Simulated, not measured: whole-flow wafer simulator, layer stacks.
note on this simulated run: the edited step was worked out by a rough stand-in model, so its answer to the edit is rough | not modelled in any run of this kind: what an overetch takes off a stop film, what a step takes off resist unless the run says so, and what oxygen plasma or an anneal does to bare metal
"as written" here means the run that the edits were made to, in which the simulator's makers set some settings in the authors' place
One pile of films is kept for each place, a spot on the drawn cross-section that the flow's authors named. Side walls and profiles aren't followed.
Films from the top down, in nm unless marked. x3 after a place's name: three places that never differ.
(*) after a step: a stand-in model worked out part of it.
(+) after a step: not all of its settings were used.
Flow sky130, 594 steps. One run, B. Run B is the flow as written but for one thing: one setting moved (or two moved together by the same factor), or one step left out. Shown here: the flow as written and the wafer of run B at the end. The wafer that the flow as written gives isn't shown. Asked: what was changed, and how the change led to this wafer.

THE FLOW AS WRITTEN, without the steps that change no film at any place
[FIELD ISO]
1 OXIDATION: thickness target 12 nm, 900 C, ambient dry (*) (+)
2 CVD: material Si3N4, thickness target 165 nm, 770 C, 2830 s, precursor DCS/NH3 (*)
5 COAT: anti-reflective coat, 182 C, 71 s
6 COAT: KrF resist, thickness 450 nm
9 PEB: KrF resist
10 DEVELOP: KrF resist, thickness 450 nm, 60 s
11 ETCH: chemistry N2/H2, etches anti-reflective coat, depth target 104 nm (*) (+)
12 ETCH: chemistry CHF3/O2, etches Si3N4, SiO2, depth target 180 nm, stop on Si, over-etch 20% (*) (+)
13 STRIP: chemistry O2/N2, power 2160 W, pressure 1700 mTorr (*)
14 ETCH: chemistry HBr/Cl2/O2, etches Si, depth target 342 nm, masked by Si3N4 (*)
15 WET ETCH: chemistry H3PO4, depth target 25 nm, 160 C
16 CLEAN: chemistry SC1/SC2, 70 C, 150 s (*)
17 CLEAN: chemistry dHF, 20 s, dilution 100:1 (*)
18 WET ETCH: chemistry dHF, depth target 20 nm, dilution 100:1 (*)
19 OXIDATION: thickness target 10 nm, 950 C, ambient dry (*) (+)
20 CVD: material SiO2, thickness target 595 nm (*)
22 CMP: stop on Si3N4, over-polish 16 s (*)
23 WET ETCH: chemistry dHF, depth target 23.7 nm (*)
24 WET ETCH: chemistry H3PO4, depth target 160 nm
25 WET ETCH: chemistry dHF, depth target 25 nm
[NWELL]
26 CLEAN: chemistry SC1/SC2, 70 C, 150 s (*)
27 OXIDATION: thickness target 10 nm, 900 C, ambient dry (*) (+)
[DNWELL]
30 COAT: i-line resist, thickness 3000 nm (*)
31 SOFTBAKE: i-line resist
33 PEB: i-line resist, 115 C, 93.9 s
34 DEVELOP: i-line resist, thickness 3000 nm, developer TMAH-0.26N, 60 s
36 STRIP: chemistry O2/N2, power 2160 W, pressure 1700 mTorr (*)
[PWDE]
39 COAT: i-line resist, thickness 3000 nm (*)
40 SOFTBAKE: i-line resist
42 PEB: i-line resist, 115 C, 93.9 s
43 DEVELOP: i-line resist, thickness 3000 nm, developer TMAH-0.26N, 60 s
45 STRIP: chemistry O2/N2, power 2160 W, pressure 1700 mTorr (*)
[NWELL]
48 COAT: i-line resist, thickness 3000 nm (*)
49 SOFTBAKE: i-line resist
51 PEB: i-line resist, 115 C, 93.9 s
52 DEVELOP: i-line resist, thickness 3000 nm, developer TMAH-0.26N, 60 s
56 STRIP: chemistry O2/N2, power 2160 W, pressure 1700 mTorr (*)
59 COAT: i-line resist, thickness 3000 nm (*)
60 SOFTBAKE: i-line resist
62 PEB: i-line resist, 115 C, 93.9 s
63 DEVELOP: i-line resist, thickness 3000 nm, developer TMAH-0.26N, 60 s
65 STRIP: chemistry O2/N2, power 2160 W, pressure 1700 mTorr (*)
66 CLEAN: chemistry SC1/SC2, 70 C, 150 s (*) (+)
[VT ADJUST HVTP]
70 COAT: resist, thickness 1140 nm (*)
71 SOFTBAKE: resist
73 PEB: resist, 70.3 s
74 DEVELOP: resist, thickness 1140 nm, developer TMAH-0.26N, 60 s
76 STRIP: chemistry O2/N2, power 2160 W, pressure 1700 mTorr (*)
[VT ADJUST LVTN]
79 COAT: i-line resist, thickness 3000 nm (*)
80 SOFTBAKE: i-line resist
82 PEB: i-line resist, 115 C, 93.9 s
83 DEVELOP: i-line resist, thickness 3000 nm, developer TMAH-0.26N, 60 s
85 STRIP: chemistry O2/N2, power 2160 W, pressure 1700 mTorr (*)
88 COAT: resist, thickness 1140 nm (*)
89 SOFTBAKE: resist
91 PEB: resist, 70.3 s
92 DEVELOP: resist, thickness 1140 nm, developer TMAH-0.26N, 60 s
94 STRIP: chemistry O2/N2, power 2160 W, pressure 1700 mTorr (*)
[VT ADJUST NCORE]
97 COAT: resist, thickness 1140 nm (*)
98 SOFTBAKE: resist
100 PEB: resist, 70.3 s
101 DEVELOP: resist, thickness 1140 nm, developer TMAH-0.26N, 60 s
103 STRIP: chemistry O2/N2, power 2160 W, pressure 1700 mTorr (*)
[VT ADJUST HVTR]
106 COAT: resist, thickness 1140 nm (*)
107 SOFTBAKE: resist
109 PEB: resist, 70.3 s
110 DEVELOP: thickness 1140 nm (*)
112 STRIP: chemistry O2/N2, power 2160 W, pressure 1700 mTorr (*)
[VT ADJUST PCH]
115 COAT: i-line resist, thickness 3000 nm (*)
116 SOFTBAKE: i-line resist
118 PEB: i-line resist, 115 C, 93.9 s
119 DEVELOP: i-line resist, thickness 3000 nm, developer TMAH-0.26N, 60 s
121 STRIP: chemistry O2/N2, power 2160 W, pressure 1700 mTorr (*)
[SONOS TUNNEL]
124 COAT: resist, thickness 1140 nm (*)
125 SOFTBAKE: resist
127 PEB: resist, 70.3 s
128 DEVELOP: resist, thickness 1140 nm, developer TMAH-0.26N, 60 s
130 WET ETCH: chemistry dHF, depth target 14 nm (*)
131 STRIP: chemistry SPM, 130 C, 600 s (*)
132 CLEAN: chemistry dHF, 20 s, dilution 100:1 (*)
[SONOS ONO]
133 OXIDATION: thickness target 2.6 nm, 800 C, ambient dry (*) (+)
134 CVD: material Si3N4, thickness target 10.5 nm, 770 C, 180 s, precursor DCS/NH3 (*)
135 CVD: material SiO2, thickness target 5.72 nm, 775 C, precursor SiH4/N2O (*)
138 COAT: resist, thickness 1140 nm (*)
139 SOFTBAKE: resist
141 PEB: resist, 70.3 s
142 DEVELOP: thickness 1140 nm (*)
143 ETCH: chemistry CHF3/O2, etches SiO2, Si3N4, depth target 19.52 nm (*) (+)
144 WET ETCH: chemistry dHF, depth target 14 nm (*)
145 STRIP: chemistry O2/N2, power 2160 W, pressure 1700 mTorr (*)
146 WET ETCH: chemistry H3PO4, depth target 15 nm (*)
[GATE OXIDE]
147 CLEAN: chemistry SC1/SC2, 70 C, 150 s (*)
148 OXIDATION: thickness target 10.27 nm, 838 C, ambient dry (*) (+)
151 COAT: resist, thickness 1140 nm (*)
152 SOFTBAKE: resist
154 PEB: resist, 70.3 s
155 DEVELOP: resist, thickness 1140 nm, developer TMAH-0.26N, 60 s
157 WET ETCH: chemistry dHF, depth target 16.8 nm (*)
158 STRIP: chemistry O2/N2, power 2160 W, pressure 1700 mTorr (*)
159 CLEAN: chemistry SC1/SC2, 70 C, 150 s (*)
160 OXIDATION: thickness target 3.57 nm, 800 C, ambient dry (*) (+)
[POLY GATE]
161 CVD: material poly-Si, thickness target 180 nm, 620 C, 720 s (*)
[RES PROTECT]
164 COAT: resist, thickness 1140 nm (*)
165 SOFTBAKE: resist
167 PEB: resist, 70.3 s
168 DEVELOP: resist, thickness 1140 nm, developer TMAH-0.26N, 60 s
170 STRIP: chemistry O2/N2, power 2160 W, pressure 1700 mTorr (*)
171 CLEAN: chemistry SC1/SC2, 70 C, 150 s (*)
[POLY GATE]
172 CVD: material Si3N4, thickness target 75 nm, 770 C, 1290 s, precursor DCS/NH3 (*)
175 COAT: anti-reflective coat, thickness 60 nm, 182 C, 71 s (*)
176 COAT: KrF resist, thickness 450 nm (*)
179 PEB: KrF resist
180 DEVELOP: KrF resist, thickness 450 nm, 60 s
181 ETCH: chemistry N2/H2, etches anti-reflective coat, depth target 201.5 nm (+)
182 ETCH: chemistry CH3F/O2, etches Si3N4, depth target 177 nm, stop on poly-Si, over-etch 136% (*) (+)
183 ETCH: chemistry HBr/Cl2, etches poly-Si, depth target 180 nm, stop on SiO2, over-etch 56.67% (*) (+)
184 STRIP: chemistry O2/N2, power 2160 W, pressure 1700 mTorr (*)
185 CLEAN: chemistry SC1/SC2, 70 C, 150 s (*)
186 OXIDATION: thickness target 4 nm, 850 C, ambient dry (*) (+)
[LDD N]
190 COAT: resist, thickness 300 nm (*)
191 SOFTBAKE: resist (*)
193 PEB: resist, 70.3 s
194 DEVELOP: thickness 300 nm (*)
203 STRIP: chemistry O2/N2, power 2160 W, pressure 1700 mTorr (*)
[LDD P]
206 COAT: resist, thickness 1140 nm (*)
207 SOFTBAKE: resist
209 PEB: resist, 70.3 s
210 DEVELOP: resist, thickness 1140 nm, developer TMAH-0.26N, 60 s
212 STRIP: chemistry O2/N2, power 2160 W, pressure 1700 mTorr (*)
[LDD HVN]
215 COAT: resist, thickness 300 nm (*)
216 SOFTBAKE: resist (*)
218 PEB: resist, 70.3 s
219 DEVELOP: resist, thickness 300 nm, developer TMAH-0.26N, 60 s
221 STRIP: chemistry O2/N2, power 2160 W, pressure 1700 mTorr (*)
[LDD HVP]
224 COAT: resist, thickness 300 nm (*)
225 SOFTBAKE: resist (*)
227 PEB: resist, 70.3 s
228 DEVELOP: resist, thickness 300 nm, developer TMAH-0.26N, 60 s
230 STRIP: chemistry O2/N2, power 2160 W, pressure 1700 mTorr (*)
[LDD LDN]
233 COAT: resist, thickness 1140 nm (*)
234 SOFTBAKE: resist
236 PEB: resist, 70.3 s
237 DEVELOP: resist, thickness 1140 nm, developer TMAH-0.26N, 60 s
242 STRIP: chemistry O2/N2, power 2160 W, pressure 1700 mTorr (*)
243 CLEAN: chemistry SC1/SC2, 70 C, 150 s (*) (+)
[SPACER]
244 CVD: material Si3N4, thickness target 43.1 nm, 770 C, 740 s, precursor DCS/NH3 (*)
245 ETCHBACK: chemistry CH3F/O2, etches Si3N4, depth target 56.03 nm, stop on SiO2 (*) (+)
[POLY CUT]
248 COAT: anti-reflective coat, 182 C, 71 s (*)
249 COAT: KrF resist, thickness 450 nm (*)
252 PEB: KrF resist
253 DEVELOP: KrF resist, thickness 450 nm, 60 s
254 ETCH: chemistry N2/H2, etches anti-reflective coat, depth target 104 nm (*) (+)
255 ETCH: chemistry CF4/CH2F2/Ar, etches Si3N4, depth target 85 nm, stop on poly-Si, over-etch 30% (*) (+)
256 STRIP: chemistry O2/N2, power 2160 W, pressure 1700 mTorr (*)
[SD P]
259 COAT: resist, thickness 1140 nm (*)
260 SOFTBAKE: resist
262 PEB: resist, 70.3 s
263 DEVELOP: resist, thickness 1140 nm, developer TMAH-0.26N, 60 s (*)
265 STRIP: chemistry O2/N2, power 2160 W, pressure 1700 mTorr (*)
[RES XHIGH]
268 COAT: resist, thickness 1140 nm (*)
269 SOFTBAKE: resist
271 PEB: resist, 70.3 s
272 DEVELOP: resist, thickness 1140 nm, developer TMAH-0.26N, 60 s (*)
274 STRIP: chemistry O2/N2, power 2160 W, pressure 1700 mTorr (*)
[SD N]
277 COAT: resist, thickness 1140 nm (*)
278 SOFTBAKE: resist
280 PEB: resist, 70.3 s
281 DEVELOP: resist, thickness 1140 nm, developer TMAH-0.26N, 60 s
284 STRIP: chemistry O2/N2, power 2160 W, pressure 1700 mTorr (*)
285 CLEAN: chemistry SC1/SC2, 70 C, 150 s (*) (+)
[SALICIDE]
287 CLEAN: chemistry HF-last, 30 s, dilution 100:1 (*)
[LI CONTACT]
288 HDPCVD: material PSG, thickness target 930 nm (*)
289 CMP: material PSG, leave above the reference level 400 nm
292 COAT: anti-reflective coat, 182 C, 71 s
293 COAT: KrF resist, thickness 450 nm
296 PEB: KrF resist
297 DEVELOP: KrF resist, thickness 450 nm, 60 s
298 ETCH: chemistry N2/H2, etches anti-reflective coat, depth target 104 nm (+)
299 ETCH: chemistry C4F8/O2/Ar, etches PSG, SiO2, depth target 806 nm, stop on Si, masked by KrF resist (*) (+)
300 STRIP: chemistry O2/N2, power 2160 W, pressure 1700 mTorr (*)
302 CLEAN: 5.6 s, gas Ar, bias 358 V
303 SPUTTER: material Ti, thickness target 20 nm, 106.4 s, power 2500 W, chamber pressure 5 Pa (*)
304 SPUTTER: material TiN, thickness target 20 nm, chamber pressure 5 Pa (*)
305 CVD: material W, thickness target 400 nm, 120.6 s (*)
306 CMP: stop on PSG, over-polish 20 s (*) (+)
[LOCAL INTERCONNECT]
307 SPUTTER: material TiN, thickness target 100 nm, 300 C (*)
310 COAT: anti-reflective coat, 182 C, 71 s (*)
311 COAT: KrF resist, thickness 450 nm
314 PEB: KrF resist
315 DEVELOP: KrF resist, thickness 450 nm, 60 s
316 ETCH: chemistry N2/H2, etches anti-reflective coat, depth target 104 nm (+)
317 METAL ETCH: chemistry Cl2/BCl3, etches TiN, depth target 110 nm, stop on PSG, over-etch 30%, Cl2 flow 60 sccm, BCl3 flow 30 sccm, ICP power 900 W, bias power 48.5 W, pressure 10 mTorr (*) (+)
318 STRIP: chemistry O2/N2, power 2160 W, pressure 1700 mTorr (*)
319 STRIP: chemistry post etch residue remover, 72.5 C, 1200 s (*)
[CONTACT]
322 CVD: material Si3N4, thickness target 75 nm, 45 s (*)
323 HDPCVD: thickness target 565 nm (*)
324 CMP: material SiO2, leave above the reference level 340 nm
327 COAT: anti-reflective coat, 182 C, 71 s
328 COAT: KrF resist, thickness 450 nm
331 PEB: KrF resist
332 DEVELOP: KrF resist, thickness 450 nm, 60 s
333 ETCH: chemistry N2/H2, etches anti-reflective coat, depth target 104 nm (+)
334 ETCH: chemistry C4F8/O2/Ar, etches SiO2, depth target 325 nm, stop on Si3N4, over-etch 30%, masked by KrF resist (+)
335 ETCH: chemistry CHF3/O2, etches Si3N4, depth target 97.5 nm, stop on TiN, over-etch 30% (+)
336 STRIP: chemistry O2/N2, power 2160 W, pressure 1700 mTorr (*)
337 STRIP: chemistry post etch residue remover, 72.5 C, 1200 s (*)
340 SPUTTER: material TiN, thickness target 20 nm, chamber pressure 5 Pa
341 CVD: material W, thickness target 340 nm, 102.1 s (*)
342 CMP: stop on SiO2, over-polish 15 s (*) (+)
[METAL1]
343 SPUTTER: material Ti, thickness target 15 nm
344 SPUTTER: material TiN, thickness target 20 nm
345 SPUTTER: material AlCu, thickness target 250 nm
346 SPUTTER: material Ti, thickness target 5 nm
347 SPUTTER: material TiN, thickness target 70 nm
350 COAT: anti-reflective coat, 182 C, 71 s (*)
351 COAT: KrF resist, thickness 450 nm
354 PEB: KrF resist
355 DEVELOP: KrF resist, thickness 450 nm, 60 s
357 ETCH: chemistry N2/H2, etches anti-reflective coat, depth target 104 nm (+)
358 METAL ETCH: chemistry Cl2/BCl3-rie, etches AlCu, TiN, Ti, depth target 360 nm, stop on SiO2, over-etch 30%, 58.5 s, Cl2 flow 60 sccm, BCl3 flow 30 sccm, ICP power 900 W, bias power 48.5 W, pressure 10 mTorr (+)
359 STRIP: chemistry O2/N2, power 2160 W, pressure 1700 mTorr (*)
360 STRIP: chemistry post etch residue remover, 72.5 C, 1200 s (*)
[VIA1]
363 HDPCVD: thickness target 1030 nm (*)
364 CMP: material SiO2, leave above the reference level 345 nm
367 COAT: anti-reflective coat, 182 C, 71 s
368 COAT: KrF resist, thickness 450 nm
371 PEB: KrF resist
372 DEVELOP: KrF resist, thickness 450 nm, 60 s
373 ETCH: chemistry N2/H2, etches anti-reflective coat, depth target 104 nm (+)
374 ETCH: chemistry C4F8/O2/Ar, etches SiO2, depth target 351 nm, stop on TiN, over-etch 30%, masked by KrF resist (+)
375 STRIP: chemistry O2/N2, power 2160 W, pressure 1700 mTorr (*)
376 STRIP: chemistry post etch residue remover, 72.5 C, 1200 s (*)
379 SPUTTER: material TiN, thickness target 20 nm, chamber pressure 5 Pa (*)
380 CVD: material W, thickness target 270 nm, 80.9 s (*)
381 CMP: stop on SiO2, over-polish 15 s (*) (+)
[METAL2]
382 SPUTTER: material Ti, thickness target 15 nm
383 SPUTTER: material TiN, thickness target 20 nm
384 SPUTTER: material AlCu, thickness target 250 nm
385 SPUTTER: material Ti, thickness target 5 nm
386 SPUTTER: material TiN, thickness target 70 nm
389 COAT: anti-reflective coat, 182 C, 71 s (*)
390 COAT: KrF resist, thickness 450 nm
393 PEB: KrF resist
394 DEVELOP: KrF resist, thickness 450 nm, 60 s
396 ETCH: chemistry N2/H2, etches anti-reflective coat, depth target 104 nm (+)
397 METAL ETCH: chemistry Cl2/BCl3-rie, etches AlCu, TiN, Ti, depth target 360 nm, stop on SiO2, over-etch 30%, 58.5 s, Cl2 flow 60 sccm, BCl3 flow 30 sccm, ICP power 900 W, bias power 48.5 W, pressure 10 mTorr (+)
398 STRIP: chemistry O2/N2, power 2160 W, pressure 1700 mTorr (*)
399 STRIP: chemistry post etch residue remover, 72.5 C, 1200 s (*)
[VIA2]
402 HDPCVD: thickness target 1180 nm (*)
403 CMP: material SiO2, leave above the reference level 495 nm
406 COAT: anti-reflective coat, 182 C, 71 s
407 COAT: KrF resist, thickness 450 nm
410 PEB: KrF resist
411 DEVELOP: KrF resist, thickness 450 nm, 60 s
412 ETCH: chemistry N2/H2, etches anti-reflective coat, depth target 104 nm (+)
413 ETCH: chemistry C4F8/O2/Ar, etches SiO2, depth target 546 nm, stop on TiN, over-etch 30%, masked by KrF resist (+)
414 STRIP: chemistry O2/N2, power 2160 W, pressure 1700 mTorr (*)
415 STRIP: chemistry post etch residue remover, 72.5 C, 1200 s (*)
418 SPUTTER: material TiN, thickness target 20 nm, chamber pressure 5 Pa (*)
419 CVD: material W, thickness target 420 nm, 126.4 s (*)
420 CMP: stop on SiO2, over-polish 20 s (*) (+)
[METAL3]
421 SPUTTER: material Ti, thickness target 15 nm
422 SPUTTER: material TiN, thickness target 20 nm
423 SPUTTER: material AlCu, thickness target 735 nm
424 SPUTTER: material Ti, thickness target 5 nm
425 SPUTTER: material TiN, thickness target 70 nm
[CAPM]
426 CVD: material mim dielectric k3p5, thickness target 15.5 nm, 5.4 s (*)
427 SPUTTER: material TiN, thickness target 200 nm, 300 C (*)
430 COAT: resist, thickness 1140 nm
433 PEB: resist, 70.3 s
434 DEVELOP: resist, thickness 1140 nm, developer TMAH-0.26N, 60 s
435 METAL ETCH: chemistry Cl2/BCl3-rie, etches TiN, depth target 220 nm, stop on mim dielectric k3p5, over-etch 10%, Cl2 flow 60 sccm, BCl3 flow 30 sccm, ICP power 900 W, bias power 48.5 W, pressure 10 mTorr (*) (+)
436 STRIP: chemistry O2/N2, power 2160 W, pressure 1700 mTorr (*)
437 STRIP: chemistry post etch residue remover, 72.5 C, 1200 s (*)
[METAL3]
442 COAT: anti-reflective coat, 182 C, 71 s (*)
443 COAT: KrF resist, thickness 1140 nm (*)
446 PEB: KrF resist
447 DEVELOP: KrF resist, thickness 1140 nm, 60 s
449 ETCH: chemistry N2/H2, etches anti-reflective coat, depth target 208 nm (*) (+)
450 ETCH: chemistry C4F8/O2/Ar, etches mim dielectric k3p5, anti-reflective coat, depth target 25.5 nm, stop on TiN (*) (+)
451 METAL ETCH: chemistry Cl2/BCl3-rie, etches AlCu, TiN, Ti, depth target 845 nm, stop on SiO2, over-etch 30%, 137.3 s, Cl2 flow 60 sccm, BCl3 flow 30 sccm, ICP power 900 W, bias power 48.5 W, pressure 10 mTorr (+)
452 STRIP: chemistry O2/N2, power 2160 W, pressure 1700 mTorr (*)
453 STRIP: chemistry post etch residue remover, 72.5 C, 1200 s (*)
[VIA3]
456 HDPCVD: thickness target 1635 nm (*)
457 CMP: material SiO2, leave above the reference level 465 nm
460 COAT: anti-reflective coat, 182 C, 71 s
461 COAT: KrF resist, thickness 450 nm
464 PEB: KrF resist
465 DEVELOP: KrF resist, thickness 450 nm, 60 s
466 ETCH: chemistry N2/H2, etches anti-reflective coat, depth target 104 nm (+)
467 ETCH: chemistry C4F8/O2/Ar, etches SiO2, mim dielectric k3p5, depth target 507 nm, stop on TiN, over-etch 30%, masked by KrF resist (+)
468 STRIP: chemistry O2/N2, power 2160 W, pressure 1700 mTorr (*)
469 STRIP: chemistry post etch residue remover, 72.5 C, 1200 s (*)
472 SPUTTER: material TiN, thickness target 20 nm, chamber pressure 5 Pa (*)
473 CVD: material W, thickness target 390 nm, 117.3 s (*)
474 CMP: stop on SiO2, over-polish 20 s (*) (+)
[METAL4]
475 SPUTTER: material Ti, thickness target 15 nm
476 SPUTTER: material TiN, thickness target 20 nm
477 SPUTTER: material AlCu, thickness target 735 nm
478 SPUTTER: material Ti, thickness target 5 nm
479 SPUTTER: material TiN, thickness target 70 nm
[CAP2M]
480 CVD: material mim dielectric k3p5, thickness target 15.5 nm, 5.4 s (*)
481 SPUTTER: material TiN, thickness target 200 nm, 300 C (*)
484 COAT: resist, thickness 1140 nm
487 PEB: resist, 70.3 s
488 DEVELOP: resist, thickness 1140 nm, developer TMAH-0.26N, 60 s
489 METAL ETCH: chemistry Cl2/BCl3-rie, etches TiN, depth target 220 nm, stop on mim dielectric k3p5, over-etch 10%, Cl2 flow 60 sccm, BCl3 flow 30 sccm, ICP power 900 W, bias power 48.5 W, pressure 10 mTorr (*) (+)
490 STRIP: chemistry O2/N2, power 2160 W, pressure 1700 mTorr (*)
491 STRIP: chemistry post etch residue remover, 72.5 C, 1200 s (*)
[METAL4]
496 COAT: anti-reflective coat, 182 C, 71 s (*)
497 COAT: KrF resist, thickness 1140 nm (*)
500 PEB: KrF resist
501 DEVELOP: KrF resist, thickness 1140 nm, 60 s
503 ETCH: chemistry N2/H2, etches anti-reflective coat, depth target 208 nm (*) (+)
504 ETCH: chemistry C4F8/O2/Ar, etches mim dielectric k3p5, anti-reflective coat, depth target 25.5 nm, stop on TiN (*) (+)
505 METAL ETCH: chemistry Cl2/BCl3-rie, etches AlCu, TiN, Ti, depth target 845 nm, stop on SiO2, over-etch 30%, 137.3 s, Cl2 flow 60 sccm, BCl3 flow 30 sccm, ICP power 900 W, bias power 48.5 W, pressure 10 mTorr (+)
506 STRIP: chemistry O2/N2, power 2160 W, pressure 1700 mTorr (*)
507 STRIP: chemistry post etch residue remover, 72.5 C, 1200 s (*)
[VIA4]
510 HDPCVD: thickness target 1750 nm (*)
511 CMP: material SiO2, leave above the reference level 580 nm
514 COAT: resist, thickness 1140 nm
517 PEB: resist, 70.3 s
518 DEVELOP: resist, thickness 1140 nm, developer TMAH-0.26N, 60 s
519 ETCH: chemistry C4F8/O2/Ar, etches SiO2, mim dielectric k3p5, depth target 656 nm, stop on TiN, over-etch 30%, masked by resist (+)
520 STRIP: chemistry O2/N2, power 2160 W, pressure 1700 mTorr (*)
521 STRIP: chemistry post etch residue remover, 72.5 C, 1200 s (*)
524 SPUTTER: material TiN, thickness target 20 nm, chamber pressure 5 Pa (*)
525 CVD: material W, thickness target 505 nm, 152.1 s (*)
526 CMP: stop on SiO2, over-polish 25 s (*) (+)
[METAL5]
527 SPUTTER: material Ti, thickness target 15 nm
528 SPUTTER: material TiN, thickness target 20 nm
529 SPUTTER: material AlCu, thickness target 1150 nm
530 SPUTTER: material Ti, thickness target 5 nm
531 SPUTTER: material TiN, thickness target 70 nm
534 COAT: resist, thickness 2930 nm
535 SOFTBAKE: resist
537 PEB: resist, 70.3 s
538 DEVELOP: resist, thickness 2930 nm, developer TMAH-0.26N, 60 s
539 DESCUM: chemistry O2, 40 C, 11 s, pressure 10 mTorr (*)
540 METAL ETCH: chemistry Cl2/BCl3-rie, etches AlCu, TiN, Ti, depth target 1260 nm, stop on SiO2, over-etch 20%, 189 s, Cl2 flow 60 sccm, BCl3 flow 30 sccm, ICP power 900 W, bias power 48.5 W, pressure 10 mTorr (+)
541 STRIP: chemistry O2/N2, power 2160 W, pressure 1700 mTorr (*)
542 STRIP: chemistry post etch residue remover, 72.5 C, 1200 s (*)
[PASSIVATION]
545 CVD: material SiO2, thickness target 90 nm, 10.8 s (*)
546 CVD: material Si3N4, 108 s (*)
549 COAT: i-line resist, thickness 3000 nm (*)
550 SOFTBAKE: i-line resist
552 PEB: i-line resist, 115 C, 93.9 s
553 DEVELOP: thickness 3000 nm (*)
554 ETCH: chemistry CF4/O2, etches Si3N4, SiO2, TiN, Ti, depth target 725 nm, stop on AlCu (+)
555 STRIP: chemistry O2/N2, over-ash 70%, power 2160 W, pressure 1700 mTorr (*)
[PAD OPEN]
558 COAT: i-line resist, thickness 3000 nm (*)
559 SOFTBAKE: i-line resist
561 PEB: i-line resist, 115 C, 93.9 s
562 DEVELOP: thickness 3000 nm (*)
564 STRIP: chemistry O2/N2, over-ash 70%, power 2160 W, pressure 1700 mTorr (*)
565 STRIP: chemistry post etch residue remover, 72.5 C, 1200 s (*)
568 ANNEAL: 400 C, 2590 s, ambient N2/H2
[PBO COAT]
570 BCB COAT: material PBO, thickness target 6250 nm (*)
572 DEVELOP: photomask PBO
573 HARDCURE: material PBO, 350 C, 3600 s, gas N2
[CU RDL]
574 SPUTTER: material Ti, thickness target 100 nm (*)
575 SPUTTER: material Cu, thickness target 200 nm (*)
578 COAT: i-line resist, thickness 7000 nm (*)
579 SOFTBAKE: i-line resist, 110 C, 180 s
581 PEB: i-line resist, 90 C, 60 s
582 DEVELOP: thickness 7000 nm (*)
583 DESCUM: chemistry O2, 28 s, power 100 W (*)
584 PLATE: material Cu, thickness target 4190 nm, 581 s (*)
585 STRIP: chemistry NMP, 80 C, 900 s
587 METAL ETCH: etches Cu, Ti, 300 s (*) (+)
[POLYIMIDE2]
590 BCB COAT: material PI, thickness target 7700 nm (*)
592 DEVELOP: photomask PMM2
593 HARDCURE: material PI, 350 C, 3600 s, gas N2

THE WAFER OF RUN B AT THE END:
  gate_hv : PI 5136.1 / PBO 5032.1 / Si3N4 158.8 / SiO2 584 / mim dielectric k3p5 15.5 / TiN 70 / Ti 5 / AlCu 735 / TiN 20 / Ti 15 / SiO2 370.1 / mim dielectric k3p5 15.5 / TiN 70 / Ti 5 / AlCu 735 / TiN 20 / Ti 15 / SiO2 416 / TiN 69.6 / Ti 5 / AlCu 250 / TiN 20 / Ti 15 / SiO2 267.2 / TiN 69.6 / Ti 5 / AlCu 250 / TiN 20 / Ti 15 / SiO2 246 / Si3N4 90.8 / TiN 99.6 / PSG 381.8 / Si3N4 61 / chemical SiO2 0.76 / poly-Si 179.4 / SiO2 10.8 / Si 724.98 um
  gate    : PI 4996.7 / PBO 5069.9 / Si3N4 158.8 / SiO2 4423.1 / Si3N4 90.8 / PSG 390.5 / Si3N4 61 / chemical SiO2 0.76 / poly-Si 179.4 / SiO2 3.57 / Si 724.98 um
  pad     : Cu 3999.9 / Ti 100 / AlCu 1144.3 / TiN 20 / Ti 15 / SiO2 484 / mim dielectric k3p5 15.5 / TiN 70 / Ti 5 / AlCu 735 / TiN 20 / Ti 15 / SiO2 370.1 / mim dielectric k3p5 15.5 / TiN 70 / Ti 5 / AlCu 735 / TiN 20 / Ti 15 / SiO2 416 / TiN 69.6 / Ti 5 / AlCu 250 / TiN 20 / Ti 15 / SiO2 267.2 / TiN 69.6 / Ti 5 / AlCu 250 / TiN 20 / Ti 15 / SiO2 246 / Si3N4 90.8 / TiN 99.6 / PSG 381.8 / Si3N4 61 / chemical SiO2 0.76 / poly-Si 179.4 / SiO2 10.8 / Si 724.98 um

The cause: step 322, CVD: thickness target 90.8 nm was run, where the flow has thickness target 75 nm; step 322, CVD: 54.4 s was run, where the flow has 45 s.
It can be read off the wafer: gate_hv has Si3N4 90.8, and step 322 as written asks for 75 nm.

How the change led to this, step by step:
  322 CVD: material Si3N4, thickness target 75 nm, 45 s (*)
      field, active, n_well and 188 more: Si3N4 +90.8 (new film) (as written it would be: Si3N4 +75 (new film))
  324 CMP: material SiO2, leave above the reference level 340 nm
      n_well, p_well, gate_hv and 93 more: SiO2 -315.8 (as written it would be: SiO2 -300)
      field, active, gate and 88 more: SiO2 -216.2 (as written it would be: SiO2 -200.4)
      (and at 4 more places)
  334 ETCH: chemistry C4F8/O2/Ar, etches SiO2, depth target 325 nm, stop on Si3N4, over-etch 30%, masked by KrF resist (+)
      poly_licon, ndiff_licon, ndiff_licon_cpp, rpo_hd_licon: SiO2 -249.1 (all of it) (as written it would be: SiO2 -264.9 (all of it))
  335 ETCH: chemistry CHF3/O2, etches Si3N4, depth target 97.5 nm, stop on TiN, over-etch 30% (+)
      poly_licon, ndiff_licon, ndiff_licon_cpp, rpo_hd_licon: Si3N4 -90.8 (all of it) (as written it would be: Si3N4 -75 (all of it))
